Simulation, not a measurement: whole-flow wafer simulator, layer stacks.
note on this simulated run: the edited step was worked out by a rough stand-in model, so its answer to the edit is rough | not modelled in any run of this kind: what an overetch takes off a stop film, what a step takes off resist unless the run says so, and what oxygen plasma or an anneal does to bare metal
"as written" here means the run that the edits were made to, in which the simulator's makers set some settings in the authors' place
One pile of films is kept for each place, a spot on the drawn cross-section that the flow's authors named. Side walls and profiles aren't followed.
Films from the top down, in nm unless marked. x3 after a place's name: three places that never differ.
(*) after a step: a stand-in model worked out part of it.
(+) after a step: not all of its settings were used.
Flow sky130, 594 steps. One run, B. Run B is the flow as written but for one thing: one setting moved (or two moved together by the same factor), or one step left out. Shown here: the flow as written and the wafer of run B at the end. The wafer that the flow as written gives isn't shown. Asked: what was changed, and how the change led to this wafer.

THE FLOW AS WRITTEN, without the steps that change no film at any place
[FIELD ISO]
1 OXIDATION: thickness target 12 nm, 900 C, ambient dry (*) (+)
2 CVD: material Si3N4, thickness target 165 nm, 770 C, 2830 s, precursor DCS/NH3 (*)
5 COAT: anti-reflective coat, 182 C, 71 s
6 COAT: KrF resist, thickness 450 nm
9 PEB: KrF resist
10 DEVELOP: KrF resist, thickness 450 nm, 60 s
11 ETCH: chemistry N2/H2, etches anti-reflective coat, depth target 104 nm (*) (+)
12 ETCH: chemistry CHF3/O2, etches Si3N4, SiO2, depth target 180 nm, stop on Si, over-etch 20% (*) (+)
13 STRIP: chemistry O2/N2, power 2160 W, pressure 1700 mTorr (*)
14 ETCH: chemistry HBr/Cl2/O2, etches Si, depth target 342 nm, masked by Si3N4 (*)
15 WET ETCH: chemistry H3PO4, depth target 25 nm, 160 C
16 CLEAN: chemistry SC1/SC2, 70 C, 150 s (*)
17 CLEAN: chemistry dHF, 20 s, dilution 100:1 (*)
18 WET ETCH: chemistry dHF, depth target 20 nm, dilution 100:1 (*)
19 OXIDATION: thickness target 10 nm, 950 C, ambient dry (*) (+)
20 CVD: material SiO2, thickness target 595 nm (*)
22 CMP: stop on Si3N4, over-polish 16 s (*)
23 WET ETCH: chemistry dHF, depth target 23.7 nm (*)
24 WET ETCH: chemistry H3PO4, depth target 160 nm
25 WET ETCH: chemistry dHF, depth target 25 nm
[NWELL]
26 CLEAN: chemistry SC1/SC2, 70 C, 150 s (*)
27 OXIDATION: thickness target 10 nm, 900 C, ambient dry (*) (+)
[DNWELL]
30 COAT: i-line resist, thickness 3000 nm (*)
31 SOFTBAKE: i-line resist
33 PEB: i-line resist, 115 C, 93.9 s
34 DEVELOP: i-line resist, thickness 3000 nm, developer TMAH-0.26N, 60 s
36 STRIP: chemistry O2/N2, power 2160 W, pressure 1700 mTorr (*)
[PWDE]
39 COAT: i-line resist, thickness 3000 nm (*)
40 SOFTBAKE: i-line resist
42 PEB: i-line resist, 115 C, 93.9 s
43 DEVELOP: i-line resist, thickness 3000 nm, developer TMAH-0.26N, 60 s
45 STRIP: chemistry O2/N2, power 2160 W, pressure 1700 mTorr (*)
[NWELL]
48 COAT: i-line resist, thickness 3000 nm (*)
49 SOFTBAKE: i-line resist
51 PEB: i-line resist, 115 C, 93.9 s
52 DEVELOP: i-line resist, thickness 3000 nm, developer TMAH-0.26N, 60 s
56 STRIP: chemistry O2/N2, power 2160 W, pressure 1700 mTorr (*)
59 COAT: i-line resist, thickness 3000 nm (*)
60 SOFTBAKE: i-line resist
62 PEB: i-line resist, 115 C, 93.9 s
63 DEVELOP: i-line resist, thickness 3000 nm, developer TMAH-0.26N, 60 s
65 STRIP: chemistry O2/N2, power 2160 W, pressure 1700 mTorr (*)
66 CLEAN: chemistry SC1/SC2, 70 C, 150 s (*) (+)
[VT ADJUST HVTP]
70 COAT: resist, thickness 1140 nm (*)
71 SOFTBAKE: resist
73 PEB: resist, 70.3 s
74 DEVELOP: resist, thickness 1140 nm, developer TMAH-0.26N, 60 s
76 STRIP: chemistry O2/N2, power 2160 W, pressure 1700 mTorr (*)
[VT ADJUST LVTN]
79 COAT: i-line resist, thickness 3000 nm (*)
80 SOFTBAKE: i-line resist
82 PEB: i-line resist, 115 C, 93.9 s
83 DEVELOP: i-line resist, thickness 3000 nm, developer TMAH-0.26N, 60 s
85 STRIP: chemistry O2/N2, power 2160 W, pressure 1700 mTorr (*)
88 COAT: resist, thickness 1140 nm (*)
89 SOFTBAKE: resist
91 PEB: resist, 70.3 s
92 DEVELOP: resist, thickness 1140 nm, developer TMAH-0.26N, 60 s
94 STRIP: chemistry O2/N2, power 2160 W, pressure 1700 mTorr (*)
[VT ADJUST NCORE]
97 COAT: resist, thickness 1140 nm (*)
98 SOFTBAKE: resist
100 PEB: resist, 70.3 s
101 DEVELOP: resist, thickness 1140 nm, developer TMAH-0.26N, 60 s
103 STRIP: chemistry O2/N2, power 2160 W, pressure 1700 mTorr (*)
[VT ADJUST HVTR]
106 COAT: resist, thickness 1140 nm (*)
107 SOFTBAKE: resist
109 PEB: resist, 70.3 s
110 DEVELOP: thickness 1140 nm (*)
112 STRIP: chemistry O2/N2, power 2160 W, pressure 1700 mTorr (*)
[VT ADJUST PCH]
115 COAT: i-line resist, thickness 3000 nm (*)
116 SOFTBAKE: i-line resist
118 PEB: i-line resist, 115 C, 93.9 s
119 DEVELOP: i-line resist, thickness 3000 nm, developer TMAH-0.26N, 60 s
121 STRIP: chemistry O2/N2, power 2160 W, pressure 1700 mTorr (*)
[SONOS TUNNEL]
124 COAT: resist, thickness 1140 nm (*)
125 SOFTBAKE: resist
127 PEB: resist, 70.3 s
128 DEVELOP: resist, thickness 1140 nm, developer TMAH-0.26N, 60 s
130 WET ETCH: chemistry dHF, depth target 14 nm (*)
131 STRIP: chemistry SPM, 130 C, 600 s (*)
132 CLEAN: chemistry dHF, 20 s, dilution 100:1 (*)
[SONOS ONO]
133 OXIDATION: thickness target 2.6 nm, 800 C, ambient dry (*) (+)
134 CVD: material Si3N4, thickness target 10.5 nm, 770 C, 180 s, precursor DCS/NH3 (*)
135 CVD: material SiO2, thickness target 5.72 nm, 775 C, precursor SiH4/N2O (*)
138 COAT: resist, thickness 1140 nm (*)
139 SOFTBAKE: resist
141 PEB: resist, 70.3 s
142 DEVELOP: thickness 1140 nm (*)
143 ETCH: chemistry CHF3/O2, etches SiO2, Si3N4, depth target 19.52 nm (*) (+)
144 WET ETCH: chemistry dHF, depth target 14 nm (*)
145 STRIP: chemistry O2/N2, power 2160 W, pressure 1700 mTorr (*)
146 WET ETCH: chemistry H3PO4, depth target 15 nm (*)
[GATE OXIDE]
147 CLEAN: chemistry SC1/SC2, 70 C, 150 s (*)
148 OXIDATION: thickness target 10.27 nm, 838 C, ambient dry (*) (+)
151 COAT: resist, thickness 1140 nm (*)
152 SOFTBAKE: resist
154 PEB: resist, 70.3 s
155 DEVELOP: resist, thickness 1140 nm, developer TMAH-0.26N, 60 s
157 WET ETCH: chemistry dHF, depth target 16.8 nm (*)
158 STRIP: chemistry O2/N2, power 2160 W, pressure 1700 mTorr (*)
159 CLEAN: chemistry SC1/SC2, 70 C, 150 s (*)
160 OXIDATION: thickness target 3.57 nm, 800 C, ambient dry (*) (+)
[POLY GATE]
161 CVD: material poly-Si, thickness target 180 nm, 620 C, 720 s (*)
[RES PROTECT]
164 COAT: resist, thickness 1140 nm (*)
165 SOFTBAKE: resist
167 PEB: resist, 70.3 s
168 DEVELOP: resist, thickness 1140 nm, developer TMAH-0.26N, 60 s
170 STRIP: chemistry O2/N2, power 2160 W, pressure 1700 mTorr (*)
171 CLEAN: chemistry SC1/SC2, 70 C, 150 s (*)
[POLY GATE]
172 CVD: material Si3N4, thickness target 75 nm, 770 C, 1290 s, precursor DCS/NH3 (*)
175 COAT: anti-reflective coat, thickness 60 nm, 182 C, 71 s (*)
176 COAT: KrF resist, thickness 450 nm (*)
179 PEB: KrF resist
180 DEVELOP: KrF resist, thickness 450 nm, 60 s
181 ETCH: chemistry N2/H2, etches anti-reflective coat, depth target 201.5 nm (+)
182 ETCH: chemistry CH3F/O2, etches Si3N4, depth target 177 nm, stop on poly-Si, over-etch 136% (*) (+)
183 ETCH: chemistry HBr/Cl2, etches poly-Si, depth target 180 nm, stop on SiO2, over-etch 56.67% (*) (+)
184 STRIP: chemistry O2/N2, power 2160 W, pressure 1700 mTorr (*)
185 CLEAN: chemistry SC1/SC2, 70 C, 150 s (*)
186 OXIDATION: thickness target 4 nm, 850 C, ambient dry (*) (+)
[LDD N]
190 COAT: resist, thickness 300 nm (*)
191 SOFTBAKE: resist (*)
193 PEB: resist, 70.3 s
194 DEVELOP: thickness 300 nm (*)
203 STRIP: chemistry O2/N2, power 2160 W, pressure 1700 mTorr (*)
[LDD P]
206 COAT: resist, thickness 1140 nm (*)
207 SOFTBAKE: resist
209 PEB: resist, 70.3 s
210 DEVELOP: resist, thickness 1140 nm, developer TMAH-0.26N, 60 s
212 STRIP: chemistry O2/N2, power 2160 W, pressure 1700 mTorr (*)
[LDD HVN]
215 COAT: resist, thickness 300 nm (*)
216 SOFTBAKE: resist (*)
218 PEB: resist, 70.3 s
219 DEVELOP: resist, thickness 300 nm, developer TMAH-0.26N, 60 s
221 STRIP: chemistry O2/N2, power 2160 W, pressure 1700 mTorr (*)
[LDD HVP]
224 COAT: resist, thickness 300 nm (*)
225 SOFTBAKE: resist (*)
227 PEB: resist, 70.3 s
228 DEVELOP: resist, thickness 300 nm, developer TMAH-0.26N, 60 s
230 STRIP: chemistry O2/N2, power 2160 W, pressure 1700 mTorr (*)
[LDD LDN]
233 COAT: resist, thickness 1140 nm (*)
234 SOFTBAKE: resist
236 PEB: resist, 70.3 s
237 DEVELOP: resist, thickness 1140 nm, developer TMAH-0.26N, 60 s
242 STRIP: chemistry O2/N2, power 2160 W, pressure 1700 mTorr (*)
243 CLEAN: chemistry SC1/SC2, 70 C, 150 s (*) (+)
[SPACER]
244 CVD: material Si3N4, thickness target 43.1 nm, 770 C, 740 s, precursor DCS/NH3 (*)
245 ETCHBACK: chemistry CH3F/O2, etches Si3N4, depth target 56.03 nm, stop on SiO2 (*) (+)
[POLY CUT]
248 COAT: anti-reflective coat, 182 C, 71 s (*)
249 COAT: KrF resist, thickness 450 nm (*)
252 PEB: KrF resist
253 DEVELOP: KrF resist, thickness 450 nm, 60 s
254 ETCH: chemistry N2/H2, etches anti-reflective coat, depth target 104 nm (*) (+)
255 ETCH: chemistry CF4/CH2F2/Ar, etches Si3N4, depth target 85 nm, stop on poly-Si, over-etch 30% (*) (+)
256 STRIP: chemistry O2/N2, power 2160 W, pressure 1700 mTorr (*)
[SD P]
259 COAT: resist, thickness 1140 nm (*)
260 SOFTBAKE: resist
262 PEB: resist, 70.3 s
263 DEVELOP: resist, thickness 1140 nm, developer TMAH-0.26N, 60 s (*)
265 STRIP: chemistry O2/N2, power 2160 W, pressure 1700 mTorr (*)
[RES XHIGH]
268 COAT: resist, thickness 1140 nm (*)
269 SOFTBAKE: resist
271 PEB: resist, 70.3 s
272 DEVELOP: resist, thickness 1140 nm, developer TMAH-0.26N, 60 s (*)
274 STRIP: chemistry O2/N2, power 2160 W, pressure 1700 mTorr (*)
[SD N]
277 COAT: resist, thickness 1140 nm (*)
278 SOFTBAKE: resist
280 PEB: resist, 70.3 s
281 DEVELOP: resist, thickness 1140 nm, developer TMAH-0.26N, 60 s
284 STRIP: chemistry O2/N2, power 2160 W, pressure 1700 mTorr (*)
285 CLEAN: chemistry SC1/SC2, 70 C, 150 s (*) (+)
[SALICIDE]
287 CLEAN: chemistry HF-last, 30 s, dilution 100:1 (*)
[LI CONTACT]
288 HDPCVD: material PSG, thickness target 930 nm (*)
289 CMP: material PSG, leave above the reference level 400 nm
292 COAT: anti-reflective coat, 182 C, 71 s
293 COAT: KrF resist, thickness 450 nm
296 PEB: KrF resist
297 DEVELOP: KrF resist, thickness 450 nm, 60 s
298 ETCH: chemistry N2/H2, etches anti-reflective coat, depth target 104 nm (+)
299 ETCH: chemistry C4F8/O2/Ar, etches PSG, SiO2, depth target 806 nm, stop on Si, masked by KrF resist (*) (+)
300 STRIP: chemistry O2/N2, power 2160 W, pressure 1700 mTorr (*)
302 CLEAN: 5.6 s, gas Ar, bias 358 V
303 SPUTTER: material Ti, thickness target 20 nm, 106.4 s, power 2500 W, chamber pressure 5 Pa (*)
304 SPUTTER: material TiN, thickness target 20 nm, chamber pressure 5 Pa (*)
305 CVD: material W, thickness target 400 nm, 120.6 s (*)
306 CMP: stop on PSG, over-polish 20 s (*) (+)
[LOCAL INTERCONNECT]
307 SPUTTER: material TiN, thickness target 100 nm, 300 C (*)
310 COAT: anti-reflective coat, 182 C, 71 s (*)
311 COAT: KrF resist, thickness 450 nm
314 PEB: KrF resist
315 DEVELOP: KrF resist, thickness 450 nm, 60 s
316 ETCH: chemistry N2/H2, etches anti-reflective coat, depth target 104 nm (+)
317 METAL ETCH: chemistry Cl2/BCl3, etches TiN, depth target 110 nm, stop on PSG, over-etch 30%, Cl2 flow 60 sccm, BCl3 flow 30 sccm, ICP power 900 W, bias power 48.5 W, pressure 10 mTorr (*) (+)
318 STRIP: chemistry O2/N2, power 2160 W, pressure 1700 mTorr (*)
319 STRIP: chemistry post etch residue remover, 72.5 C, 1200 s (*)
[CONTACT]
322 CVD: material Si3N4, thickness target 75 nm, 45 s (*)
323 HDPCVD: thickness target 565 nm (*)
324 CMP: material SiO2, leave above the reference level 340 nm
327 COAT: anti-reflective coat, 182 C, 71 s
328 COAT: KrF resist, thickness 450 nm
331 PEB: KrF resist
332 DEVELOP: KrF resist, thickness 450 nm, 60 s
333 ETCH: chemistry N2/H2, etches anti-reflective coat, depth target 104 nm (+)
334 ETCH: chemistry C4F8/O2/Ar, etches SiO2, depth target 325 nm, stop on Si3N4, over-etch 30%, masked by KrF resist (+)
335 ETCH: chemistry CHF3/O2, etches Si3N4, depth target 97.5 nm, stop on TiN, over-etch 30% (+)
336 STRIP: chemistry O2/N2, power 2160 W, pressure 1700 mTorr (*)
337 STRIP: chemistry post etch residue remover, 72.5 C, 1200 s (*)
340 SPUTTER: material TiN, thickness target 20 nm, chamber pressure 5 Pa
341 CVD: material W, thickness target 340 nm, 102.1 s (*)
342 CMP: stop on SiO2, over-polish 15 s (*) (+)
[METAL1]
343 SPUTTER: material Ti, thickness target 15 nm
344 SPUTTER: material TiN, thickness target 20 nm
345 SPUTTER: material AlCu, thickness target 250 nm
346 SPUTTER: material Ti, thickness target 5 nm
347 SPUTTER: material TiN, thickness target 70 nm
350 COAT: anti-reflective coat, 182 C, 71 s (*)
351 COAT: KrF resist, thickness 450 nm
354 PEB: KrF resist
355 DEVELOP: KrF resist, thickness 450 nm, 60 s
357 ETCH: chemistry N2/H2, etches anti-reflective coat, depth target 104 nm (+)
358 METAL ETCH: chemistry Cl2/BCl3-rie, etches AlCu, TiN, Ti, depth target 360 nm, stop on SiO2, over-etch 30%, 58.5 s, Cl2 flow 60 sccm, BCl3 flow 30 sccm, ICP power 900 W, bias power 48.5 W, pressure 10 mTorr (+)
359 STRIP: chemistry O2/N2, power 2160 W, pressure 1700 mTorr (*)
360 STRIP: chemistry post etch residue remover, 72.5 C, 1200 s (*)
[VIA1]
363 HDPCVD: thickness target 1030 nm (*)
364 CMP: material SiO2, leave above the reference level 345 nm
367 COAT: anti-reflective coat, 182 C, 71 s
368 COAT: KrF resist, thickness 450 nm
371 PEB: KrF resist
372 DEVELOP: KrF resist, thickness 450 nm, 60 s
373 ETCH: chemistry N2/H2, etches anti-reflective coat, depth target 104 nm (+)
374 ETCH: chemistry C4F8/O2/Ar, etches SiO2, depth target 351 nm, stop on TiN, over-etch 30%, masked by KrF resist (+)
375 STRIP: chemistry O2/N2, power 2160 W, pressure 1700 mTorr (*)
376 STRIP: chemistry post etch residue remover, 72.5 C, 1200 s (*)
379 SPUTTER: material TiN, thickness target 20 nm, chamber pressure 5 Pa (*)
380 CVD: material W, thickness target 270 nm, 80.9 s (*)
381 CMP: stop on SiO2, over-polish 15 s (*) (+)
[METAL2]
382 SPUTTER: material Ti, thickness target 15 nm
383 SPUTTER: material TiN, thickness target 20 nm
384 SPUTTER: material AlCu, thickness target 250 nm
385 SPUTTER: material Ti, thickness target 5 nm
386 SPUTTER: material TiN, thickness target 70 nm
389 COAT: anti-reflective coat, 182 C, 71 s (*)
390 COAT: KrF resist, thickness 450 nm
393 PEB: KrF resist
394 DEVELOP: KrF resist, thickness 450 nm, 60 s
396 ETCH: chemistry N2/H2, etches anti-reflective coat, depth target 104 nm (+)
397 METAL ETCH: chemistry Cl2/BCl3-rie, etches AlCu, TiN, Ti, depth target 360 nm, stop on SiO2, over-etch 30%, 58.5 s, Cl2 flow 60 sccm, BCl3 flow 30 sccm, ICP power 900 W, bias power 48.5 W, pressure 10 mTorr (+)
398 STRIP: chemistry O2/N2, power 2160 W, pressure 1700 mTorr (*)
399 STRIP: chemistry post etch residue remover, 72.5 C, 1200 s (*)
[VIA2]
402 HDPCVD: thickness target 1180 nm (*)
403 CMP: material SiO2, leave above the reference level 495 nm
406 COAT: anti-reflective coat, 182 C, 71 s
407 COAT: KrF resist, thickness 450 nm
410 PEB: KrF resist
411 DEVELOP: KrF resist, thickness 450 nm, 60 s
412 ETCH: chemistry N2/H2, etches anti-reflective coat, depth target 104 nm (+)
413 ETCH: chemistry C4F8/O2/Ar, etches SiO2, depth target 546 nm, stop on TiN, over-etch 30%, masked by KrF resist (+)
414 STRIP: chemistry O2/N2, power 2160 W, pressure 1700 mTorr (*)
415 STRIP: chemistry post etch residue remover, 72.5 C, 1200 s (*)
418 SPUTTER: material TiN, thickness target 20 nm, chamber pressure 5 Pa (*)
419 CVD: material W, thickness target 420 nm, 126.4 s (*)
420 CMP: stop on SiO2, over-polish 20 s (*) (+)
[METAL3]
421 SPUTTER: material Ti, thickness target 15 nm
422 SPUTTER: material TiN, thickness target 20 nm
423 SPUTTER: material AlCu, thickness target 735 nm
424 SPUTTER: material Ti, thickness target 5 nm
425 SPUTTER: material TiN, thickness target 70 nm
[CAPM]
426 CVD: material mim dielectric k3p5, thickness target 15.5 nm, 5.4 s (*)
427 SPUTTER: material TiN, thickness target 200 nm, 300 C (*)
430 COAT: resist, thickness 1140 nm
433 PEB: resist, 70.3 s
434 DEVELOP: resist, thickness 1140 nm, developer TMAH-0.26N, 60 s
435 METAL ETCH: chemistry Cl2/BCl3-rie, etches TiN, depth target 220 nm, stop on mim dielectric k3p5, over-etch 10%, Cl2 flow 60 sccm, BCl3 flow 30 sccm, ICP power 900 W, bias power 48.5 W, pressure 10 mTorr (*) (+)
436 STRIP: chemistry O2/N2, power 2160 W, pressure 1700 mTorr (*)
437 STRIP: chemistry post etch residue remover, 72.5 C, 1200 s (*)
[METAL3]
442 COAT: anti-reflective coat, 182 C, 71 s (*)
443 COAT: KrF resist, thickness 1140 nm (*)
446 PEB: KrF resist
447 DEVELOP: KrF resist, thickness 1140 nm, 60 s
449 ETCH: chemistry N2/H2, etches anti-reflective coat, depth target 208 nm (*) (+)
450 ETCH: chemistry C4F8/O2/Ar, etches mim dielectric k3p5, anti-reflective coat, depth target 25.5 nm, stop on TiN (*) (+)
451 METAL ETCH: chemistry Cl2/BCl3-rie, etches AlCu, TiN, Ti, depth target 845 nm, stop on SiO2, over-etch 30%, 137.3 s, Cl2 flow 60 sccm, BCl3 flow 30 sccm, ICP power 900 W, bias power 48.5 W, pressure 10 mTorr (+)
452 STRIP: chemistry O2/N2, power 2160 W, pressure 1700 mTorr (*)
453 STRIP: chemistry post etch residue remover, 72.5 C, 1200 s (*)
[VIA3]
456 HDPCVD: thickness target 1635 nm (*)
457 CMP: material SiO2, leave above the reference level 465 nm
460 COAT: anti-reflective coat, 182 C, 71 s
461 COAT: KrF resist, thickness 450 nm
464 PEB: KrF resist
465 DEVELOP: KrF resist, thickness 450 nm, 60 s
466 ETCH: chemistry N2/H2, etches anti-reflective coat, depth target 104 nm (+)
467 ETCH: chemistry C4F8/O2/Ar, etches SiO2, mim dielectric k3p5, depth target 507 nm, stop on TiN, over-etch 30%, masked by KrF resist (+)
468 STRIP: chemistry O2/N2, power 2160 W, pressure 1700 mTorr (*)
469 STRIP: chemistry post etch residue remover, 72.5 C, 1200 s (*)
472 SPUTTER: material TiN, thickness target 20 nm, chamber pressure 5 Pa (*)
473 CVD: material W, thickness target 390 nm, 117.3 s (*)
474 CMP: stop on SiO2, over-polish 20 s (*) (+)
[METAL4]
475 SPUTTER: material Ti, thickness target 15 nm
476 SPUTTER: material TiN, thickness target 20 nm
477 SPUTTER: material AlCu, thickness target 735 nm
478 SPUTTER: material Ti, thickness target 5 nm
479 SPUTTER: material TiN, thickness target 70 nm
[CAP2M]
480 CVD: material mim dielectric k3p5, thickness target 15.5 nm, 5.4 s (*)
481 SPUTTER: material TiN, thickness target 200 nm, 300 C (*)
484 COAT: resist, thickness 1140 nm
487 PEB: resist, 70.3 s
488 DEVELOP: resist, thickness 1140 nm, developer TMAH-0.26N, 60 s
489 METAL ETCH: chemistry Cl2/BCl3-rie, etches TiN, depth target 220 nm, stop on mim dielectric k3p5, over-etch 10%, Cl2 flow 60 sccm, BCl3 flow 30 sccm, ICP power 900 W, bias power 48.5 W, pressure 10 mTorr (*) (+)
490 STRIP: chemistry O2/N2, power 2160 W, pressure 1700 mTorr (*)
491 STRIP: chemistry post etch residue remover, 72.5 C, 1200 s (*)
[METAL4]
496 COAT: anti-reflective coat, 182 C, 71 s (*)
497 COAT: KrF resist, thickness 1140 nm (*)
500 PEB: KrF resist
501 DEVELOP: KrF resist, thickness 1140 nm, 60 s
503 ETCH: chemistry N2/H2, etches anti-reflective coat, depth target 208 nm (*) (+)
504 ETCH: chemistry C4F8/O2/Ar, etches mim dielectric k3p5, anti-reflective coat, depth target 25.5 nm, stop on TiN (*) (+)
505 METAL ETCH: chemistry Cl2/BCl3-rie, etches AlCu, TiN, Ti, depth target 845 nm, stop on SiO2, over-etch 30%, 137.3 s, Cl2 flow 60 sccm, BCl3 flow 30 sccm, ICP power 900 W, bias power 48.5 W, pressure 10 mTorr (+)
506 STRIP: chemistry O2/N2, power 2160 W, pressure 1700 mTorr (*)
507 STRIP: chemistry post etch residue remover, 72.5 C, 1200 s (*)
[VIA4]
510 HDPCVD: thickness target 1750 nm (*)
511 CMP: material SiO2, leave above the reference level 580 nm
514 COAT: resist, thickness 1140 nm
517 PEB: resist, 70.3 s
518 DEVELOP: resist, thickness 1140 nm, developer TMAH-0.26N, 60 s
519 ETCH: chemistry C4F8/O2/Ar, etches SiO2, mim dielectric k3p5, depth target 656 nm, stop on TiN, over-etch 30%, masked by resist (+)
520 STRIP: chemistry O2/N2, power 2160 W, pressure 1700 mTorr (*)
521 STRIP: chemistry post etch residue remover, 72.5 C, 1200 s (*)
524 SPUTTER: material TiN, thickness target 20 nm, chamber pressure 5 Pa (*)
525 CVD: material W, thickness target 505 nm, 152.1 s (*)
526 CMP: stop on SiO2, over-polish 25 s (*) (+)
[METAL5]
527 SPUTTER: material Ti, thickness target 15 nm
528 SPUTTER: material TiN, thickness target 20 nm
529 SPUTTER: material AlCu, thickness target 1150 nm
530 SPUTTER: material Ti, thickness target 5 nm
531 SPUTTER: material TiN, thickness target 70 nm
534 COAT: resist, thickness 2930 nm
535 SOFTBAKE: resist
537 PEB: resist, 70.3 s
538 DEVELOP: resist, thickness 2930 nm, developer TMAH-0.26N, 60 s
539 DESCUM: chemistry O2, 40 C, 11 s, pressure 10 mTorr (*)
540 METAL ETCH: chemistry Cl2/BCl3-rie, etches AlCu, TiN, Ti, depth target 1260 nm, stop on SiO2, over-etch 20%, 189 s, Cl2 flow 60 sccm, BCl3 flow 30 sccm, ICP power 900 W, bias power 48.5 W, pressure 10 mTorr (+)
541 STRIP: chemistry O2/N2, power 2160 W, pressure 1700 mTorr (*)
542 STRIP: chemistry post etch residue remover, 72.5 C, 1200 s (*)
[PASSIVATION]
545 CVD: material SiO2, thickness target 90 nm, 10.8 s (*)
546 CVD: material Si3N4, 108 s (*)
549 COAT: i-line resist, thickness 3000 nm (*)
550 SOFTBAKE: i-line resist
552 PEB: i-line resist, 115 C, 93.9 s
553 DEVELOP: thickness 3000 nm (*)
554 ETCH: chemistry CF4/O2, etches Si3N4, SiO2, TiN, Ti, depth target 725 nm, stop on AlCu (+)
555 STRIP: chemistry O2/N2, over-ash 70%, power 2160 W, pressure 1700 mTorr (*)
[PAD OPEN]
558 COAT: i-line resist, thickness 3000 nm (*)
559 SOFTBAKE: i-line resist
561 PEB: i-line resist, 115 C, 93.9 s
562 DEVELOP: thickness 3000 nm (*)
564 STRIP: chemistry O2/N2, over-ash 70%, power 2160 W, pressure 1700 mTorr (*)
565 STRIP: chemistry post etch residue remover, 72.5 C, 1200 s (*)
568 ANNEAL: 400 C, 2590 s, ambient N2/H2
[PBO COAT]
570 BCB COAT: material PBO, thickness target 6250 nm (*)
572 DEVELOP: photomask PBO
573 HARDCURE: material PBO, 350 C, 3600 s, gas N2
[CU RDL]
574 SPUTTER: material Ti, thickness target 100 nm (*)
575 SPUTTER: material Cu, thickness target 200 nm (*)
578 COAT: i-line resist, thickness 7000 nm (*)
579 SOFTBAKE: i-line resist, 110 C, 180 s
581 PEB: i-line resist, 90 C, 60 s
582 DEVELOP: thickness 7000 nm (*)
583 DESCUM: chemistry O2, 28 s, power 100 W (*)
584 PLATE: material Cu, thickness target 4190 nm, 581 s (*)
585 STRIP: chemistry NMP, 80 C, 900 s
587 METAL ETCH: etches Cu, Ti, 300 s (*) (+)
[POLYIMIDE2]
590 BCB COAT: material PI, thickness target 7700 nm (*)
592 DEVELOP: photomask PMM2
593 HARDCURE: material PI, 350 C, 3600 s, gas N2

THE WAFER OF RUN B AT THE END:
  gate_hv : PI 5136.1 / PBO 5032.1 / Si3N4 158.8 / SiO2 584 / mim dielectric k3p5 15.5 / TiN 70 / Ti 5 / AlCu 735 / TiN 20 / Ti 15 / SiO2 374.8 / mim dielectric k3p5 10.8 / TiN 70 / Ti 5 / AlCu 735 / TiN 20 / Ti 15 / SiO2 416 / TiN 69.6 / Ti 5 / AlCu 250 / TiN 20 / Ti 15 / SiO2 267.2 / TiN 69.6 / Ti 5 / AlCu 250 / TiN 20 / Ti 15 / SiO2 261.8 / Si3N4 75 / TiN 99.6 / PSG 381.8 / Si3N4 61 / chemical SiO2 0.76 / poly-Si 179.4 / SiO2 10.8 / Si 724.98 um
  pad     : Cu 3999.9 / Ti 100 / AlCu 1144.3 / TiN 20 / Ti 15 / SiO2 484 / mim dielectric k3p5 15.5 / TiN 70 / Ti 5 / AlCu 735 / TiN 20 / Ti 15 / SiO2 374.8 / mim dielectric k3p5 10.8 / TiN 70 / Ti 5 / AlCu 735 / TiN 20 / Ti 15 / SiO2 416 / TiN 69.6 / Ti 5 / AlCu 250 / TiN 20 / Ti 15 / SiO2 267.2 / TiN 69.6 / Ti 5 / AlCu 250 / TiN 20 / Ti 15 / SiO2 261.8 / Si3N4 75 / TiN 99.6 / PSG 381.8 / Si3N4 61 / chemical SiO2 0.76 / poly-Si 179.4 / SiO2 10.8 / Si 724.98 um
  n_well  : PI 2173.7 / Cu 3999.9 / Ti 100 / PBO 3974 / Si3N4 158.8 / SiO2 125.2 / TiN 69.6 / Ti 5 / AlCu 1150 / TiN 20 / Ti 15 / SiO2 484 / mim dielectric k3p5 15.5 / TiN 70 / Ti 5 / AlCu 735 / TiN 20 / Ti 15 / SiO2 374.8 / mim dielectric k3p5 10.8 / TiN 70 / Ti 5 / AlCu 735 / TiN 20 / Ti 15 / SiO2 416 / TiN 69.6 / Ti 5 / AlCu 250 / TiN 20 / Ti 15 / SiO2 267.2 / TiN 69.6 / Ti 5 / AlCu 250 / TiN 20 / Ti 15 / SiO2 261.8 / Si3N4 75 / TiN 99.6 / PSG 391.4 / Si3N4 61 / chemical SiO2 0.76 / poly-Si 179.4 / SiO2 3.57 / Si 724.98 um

The cause: step 426, CVD: thickness target 10.8 nm was run, where the flow has thickness target 15.5 nm; step 426, CVD: 3.78 s was run, where the flow has 5.4 s.
It can be read off the wafer: gate_hv has mim dielectric k3p5 10.8, and step 426 as written asks for 15.5 nm.

How the change led to this, step by step:
  426 CVD: material mim dielectric k3p5, thickness target 15.5 nm, 5.4 s (*)
      field, active, n_well and 188 more: mim dielectric k3p5 +10.8 (new film) (as written it would be: mim dielectric k3p5 +15.5 (new film))
  450 ETCH: chemistry C4F8/O2/Ar, etches mim dielectric k3p5, anti-reflective coat, depth target 25.5 nm, stop on TiN (*) (+)
      n_well, p_well, gate_hv and 104 more: KrF resist -10.8 (as written it would be: KrF resist -15.5)
      field, active, gate and 82 more: mim dielectric k3p5 -10.8 (all of it) (as written it would be: mim dielectric k3p5 -15.5 (all of it))
  467 ETCH: chemistry C4F8/O2/Ar, etches SiO2, mim dielectric k3p5, depth target 507 nm, stop on TiN, over-etch 30%, masked by KrF resist (+)
      m1: SiO2 -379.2 (all of it), mim dielectric k3p5 -10.8 (all of it) (as written it would be: SiO2 -374.5 (all of it), mim dielectric k3p5 -15.5 (all of it))
      via3_hole: SiO2 -378.6 (all of it), mim dielectric k3p5 -10.8 (all of it) (as written it would be: SiO2 -373.9 (all of it), mim dielectric k3p5 -15.5 (all of it))
